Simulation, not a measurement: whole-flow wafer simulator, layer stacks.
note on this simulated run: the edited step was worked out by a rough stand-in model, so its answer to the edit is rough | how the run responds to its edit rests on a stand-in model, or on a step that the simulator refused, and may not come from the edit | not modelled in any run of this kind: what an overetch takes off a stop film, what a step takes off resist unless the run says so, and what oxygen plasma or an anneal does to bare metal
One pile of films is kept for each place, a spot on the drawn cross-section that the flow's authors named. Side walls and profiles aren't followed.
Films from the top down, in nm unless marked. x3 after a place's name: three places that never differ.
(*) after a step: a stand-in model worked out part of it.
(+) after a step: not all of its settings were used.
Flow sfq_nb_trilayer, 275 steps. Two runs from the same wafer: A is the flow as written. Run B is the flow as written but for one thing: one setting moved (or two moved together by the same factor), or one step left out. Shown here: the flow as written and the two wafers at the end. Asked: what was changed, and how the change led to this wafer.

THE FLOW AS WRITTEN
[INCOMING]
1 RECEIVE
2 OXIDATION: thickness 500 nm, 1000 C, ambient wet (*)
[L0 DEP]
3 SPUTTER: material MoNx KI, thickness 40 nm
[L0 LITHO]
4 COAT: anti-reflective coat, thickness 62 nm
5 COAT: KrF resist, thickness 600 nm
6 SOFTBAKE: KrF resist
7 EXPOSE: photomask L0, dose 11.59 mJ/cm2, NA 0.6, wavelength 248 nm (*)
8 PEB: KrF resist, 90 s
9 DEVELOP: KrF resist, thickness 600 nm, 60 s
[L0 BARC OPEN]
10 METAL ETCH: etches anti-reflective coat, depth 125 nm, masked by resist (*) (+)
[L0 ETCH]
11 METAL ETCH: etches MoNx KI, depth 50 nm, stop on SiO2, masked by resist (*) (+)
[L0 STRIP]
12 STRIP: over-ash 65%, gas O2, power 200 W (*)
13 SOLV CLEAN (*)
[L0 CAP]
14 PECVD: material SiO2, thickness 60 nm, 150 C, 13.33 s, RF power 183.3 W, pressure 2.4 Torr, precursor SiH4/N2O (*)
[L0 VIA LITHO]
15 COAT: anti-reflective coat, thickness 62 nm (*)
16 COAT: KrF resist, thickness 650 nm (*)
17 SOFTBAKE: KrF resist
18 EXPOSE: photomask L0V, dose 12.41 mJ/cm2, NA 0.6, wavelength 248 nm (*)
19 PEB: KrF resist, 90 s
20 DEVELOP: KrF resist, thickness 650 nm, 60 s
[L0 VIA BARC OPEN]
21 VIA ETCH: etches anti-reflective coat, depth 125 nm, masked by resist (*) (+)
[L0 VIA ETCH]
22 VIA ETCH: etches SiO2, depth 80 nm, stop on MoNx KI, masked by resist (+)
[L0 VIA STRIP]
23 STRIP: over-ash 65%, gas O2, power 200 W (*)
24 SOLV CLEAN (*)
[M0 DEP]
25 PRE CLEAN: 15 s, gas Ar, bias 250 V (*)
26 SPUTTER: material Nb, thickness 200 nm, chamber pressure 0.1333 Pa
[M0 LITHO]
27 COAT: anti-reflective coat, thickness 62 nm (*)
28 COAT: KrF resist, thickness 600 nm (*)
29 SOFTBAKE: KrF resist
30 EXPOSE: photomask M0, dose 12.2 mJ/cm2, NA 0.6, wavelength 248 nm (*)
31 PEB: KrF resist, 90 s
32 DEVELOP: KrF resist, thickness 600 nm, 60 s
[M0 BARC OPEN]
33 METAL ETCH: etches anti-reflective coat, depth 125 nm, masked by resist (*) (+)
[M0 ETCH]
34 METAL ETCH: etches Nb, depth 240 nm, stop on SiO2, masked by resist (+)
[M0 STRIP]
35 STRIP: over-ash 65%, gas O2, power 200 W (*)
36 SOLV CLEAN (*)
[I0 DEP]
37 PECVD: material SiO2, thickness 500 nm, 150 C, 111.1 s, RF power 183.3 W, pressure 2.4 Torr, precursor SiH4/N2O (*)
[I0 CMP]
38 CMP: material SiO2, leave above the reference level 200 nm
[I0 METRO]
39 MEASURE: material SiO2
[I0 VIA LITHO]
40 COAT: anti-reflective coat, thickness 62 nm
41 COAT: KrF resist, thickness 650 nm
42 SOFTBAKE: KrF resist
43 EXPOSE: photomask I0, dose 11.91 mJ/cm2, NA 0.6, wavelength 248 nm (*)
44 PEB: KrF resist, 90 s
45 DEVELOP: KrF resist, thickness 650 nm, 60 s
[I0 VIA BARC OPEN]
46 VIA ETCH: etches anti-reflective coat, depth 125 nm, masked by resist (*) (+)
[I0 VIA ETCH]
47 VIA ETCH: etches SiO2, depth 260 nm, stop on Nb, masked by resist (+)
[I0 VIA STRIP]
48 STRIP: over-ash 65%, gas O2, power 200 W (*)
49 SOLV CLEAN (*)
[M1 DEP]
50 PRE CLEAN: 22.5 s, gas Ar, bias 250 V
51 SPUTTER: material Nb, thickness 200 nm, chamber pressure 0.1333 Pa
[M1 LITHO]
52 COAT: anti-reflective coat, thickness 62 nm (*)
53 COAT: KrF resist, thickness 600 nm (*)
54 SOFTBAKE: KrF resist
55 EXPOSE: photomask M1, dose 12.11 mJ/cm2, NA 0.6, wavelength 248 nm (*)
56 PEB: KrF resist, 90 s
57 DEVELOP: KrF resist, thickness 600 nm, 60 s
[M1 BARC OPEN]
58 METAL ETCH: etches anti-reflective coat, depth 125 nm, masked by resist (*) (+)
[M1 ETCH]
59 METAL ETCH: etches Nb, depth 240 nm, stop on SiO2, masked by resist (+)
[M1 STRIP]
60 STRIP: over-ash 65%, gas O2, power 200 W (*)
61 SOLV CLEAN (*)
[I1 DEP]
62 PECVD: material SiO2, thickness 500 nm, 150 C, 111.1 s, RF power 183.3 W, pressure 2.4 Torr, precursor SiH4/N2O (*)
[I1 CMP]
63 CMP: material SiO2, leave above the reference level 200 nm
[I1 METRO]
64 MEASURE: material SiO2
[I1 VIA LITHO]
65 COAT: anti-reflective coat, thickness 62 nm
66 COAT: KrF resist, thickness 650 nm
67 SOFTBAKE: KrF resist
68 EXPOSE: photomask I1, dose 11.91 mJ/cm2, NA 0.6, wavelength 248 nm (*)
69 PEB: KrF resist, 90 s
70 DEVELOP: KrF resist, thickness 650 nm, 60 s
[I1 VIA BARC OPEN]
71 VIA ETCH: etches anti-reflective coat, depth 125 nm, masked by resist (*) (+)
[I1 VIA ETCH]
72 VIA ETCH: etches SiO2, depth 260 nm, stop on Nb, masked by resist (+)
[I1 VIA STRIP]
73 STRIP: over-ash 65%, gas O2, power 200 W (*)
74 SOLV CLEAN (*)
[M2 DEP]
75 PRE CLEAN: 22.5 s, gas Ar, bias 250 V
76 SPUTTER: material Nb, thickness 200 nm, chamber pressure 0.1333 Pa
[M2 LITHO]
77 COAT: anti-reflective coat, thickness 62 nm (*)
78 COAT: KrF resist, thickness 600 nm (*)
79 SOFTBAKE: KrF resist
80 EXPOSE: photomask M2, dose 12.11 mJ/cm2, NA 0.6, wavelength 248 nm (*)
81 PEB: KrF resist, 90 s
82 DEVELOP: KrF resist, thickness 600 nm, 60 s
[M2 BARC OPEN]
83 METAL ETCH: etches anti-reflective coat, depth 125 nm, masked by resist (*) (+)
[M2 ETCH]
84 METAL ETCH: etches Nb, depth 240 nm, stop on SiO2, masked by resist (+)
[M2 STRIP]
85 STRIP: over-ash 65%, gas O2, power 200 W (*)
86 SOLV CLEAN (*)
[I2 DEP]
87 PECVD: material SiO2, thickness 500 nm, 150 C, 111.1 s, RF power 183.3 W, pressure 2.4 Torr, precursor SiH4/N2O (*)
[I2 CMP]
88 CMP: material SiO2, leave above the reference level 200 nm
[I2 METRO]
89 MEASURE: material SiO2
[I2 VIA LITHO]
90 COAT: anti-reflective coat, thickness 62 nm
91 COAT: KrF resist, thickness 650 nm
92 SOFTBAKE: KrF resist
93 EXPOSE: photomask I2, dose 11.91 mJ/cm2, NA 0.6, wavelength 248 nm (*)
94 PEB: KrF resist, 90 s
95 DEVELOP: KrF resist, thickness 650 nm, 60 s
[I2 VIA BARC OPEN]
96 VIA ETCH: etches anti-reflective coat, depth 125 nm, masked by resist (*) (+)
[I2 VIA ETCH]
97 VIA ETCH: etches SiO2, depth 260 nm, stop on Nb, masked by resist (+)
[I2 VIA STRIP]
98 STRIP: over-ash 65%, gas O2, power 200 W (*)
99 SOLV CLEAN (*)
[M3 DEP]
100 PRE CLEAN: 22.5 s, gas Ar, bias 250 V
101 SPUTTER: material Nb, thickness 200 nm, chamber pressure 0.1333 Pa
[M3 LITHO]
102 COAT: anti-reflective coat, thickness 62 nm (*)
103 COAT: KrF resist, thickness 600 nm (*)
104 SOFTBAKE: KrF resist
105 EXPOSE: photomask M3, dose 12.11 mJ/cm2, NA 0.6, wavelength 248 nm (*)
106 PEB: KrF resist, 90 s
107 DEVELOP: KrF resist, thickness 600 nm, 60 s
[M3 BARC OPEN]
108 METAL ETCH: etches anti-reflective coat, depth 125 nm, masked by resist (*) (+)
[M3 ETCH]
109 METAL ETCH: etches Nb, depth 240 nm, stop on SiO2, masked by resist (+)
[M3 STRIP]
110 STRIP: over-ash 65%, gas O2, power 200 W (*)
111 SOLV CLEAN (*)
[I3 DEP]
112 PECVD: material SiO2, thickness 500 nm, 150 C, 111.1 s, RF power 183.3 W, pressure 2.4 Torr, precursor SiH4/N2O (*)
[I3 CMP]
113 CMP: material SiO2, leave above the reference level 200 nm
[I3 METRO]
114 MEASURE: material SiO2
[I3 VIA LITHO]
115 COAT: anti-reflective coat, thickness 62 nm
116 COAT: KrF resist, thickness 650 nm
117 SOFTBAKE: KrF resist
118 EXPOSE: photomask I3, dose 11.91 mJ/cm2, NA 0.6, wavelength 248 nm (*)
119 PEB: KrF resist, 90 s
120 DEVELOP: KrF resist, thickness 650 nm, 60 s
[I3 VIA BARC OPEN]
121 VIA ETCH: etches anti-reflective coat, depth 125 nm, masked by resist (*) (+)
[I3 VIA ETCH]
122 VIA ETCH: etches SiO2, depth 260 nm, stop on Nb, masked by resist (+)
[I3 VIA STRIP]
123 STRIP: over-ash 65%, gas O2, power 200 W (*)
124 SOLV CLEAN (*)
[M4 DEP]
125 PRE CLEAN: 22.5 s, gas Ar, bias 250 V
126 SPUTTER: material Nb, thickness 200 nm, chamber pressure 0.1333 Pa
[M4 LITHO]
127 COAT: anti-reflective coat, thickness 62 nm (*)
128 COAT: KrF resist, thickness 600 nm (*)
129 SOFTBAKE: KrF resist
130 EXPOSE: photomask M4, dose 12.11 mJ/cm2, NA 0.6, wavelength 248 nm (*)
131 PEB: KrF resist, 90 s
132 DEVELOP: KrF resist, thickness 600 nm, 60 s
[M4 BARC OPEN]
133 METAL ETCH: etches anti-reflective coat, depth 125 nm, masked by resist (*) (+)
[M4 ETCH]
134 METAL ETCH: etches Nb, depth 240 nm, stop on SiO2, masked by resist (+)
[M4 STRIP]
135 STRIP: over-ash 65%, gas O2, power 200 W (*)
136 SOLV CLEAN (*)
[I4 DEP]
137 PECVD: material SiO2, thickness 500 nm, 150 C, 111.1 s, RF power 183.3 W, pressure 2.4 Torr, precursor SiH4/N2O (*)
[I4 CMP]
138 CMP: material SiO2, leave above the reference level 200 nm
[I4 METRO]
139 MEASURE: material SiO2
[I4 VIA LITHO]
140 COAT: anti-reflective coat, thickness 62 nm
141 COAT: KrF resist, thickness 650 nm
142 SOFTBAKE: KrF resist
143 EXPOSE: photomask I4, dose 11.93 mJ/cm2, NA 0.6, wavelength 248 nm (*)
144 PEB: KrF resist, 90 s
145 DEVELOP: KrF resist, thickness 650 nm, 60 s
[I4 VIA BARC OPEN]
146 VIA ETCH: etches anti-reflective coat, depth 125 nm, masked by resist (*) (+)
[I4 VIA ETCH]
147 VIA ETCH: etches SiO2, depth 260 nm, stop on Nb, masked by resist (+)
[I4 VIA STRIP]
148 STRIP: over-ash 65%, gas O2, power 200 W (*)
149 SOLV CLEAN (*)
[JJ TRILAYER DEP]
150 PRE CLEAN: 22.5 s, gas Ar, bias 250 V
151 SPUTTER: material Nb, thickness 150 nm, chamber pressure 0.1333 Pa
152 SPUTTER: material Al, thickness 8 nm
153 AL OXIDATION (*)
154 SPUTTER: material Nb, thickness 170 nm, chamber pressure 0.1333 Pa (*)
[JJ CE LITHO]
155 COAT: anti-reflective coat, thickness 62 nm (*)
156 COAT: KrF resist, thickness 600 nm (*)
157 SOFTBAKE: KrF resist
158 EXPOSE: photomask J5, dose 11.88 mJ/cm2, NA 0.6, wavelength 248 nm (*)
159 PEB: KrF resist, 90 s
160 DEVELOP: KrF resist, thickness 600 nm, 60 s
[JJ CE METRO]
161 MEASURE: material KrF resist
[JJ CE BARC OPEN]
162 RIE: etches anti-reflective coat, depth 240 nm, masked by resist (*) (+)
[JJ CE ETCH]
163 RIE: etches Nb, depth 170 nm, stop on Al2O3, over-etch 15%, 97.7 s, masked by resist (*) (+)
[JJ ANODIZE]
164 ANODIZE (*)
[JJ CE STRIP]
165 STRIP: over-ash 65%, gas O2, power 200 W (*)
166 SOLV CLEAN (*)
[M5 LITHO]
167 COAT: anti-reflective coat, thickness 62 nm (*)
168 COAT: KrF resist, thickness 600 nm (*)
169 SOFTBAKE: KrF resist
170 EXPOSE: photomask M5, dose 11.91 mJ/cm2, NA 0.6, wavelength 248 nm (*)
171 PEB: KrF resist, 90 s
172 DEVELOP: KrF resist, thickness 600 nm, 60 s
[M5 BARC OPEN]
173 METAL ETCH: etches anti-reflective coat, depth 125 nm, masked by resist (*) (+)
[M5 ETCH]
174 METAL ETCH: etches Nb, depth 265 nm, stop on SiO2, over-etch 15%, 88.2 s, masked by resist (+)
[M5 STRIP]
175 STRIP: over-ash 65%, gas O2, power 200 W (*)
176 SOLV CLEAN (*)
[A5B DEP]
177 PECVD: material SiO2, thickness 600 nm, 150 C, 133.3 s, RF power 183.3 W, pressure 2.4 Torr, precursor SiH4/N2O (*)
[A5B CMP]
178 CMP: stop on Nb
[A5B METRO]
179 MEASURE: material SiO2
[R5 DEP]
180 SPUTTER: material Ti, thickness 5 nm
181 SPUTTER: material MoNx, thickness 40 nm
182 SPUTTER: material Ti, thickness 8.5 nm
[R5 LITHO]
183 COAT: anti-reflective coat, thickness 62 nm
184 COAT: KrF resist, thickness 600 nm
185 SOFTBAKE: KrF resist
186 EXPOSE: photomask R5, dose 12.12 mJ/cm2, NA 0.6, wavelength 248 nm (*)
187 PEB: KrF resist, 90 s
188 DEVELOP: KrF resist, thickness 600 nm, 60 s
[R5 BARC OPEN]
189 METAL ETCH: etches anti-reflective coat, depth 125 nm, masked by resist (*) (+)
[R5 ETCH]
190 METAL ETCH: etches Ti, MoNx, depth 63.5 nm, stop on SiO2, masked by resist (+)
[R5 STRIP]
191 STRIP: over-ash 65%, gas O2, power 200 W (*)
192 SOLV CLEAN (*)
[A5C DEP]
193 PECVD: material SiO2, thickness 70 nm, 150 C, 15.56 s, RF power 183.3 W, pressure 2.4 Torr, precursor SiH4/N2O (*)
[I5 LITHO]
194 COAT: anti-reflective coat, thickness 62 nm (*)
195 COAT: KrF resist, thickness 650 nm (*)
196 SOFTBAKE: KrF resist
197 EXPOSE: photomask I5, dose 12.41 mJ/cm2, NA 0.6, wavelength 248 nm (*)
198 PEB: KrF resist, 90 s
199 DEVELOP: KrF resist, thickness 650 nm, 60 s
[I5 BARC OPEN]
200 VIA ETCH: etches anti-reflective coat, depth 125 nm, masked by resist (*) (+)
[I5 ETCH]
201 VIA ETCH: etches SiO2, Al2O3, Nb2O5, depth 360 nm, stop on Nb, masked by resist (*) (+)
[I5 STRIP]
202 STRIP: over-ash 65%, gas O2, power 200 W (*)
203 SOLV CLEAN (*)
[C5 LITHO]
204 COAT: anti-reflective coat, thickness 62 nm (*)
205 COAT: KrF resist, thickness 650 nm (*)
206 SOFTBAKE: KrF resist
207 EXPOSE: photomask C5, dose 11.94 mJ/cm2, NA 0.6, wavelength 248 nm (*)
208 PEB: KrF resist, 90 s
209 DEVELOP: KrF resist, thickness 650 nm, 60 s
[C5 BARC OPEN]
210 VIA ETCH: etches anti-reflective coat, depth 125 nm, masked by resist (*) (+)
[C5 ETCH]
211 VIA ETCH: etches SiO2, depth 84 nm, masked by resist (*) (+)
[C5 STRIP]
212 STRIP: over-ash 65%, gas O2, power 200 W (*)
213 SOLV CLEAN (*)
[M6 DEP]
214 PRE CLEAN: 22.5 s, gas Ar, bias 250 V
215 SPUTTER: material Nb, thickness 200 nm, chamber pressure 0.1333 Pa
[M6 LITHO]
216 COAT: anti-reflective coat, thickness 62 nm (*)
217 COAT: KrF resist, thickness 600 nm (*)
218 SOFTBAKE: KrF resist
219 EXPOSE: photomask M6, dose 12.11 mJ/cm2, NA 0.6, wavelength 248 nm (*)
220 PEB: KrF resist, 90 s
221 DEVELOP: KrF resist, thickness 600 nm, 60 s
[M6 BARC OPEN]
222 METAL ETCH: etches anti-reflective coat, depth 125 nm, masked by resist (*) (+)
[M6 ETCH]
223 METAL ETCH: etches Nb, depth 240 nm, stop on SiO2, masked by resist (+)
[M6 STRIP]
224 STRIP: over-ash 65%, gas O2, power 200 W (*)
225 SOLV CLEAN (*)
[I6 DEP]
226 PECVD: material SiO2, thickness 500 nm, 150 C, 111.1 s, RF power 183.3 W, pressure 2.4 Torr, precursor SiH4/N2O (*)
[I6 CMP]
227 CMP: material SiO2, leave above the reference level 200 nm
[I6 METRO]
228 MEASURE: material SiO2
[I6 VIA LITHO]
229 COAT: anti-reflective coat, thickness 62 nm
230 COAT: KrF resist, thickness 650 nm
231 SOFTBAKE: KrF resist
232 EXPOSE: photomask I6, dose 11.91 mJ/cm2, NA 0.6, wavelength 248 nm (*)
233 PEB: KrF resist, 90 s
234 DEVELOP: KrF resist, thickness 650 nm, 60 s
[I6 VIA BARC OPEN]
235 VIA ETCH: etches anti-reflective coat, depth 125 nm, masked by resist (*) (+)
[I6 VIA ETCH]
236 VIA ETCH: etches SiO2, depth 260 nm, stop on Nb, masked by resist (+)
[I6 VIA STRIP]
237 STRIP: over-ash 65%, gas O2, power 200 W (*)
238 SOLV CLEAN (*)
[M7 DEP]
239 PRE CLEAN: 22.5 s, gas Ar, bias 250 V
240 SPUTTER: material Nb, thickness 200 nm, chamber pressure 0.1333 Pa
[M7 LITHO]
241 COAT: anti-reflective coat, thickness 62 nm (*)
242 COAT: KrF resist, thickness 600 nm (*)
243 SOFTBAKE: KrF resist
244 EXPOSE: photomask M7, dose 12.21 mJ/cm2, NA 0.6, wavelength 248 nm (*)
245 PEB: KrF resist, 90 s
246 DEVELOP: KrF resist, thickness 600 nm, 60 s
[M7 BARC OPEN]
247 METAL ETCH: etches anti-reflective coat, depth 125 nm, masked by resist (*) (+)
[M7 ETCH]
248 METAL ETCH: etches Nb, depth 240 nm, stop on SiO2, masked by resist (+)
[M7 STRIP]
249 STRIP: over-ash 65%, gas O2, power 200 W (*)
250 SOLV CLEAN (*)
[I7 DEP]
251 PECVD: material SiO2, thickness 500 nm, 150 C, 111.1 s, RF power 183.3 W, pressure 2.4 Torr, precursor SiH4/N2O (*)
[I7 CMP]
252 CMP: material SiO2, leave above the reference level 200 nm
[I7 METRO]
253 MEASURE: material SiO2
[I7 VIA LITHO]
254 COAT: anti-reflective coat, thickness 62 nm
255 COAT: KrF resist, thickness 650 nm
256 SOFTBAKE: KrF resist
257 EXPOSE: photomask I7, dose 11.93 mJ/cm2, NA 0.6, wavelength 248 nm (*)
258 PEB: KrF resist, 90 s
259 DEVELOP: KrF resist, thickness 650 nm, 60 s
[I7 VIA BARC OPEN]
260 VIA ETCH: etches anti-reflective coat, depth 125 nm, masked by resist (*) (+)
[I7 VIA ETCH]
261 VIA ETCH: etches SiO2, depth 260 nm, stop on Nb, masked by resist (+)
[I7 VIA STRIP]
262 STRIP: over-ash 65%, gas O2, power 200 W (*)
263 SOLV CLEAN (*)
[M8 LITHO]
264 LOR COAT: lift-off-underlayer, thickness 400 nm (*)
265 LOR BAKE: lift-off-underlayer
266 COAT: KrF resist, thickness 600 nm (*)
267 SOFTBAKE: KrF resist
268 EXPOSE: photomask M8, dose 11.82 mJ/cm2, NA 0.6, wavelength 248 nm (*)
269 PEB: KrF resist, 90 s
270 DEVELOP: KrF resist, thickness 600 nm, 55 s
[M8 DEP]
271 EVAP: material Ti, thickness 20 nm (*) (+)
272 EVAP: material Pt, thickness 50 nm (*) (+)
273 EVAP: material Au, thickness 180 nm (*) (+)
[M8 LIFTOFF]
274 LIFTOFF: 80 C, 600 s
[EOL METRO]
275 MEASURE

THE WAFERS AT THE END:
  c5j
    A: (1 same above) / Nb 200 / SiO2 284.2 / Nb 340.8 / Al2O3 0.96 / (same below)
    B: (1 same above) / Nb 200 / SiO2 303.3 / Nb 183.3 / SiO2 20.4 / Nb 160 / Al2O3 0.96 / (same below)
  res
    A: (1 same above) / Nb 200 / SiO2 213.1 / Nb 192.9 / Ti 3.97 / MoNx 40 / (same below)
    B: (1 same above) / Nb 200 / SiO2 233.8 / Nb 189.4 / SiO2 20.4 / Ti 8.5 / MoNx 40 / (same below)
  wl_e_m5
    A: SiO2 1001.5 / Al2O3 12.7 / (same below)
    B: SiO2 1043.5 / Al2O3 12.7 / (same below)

The cause: step 193, PECVD: thickness 112 nm was run, where the flow has thickness 70 nm; step 193, PECVD: 24.89 s was run, where the flow has 15.56 s.

How the change led to this, step by step:
  193 PECVD: material SiO2, thickness 70 nm, 150 C, 15.56 s, RF power 183.3 W, pressure 2.4 Torr, precursor SiH4/N2O (*)
      field_l, v_sur, via_wl and 92 more: A SiO2 +70 | B SiO2 +112
      ce_l, c5j, ce_r and 8 more: A SiO2 +70 (new film) | B SiO2 +112 (new film)
  201 VIA ETCH: etches SiO2, Al2O3, Nb2O5, depth 360 nm, stop on Nb, masked by resist (*) (+)
      be: A SiO2 -216.4 (all of it), Al2O3 -12.7 (all of it), Nb2O5 -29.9 (all of it) | B SiO2 -258.4 (all of it), Al2O3 -12.7 (all of it), Nb2O5 -29.9 (all of it)
  204 COAT: anti-reflective coat, thickness 62 nm (*)
      wire: A anti-reflective coat +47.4 (new film) | B anti-reflective coat +46.3 (new film)
      be: A anti-reflective coat +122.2 (new film) | B anti-reflective coat +128.1 (new film)
      (and at 1 more place)
  205 COAT: KrF resist, thickness 650 nm (*)
      be: A KrF resist +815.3 (new film) | B KrF resist +845.7 (new film)
  211 VIA ETCH: etches SiO2, depth 84 nm, masked by resist (*) (+)
      c5j: A SiO2 -69.9 (all of it), Nb -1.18 | B SiO2 -84
      res: A SiO2 -69.9 (all of it) | B SiO2 -84
  212 STRIP: over-ash 65%, gas O2, power 200 W (*)
      wire: A KrF resist -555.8 (all of it), anti-reflective coat -47.4 (all of it) | B KrF resist -553.3 (all of it), anti-reflective coat -46.3 (all of it)
      be: A KrF resist -728.2 (all of it), anti-reflective coat -122.2 (all of it) | B KrF resist -758.5 (all of it), anti-reflective coat -128.1 (all of it)
      (and at 1 more place)
  214 PRE CLEAN: 22.5 s, gas Ar, bias 250 V
      c5j: A Nb -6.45 | B SiO2 -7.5
      res: A Ti -4.53 | B SiO2 -7.5
  215 SPUTTER: material Nb, thickness 200 nm, chamber pressure 0.1333 Pa
      c5j: A Nb +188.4 | B Nb +183.3 (new film)
      be: A Nb +147.3 | B Nb +138.1
  216 COAT: anti-reflective coat, thickness 62 nm (*)
      wire: A anti-reflective coat +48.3 (new film) | B anti-reflective coat +46.8 (new film)
      be: A anti-reflective coat +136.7 (new film) | B anti-reflective coat +143.9 (new film)
      (and at 6 more places)
  217 COAT: KrF resist, thickness 600 nm (*)
      be: A KrF resist +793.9 (new film) | B KrF resist +837.6 (new film)
  224 STRIP: over-ash 65%, gas O2, power 200 W (*)
      wire: A KrF resist -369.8 (all of it), anti-reflective coat -48.3 (all of it) | B KrF resist -370.8 (all of it), anti-reflective coat -46.8 (all of it)
      be: A KrF resist -575.8 (all of it), anti-reflective coat -136.7 (all of it) | B KrF resist -619.4 (all of it), anti-reflective coat -143.9 (all of it)
      (and at 6 more places)
  226 PECVD: material SiO2, thickness 500 nm, 150 C, 111.1 s, RF power 183.3 W, pressure 2.4 Torr, precursor SiH4/N2O (*)
      be: A SiO2 +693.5 (new film) | B SiO2 +290.2 (new film), void +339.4 (new film), SiO2 +232.4 (new film)
      c5j: A SiO2 +514.7 (new film) | B SiO2 +533.8 (new film)
  227 CMP: material SiO2, leave above the reference level 200 nm
      be: A SiO2 -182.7 | B SiO2 -290.2 (all of it), void -339.4 (all of it)
      res: A SiO2 -279.4 | B SiO2 -258.7
  229 COAT: anti-reflective coat, thickness 62 nm
      via_sp, ce_l: A anti-reflective coat +62 (new film) | B anti-reflective coat +60.5 (new film)
      via_v, gap: A anti-reflective coat +62 (new film) | B anti-reflective coat +60.1 (new film)
      (and at 5 more places)
  230 COAT: KrF resist, thickness 650 nm
      be: A KrF resist +650 (new film) | B KrF resist +865 (new film)
      gap: A KrF resist +650 (new film) | B KrF resist +635.8 (new film)
  233 PEB: KrF resist, 90 s
      be: A KrF resist -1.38 | B KrF resist -1.93
  ... 15 more steps ...
  274 LIFTOFF: 80 C, 600 s
      be: A Au -180 (all of it), Pt -50 (all of it), Ti -20 (all of it), KrF resist -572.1 (all of it), lift-off-underlayer -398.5 (all of it) | B Au -180 (all of it), Pt -50 (all of it), Ti -20 (all of it), KrF resist -600.5 (all of it), lift-off-underlayer -610.6 (all of it)
      be_sur: A Au -180 (all of it), Pt -50 (all of it), Ti -20 (all of it), KrF resist -572.6 (all of it), lift-off-underlayer -398.9 (all of it) | B Au -180 (all of it), Pt -50 (all of it), Ti -20 (all of it), KrF resist -582.5 (all of it), lift-off-underlayer -376.8 (all of it)
Counting metal films that touch as one body, c5j has 5 bodies (between them, from the top down: SiO2 303.3; SiO2 20.4; Al2O3 0.96; SiO2 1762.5); the flow as written gives 4 bodies (between them, from the top down: SiO2 284.2; Al2O3 0.96; SiO2 1762.5).
Counting metal films that touch as one body, res has 4 bodies (between them, from the top down: SiO2 233.8; SiO2 20.4; SiO2 2090.9); the flow as written gives 3 bodies (between them, from the top down: SiO2 213.1; SiO2 2090.9).
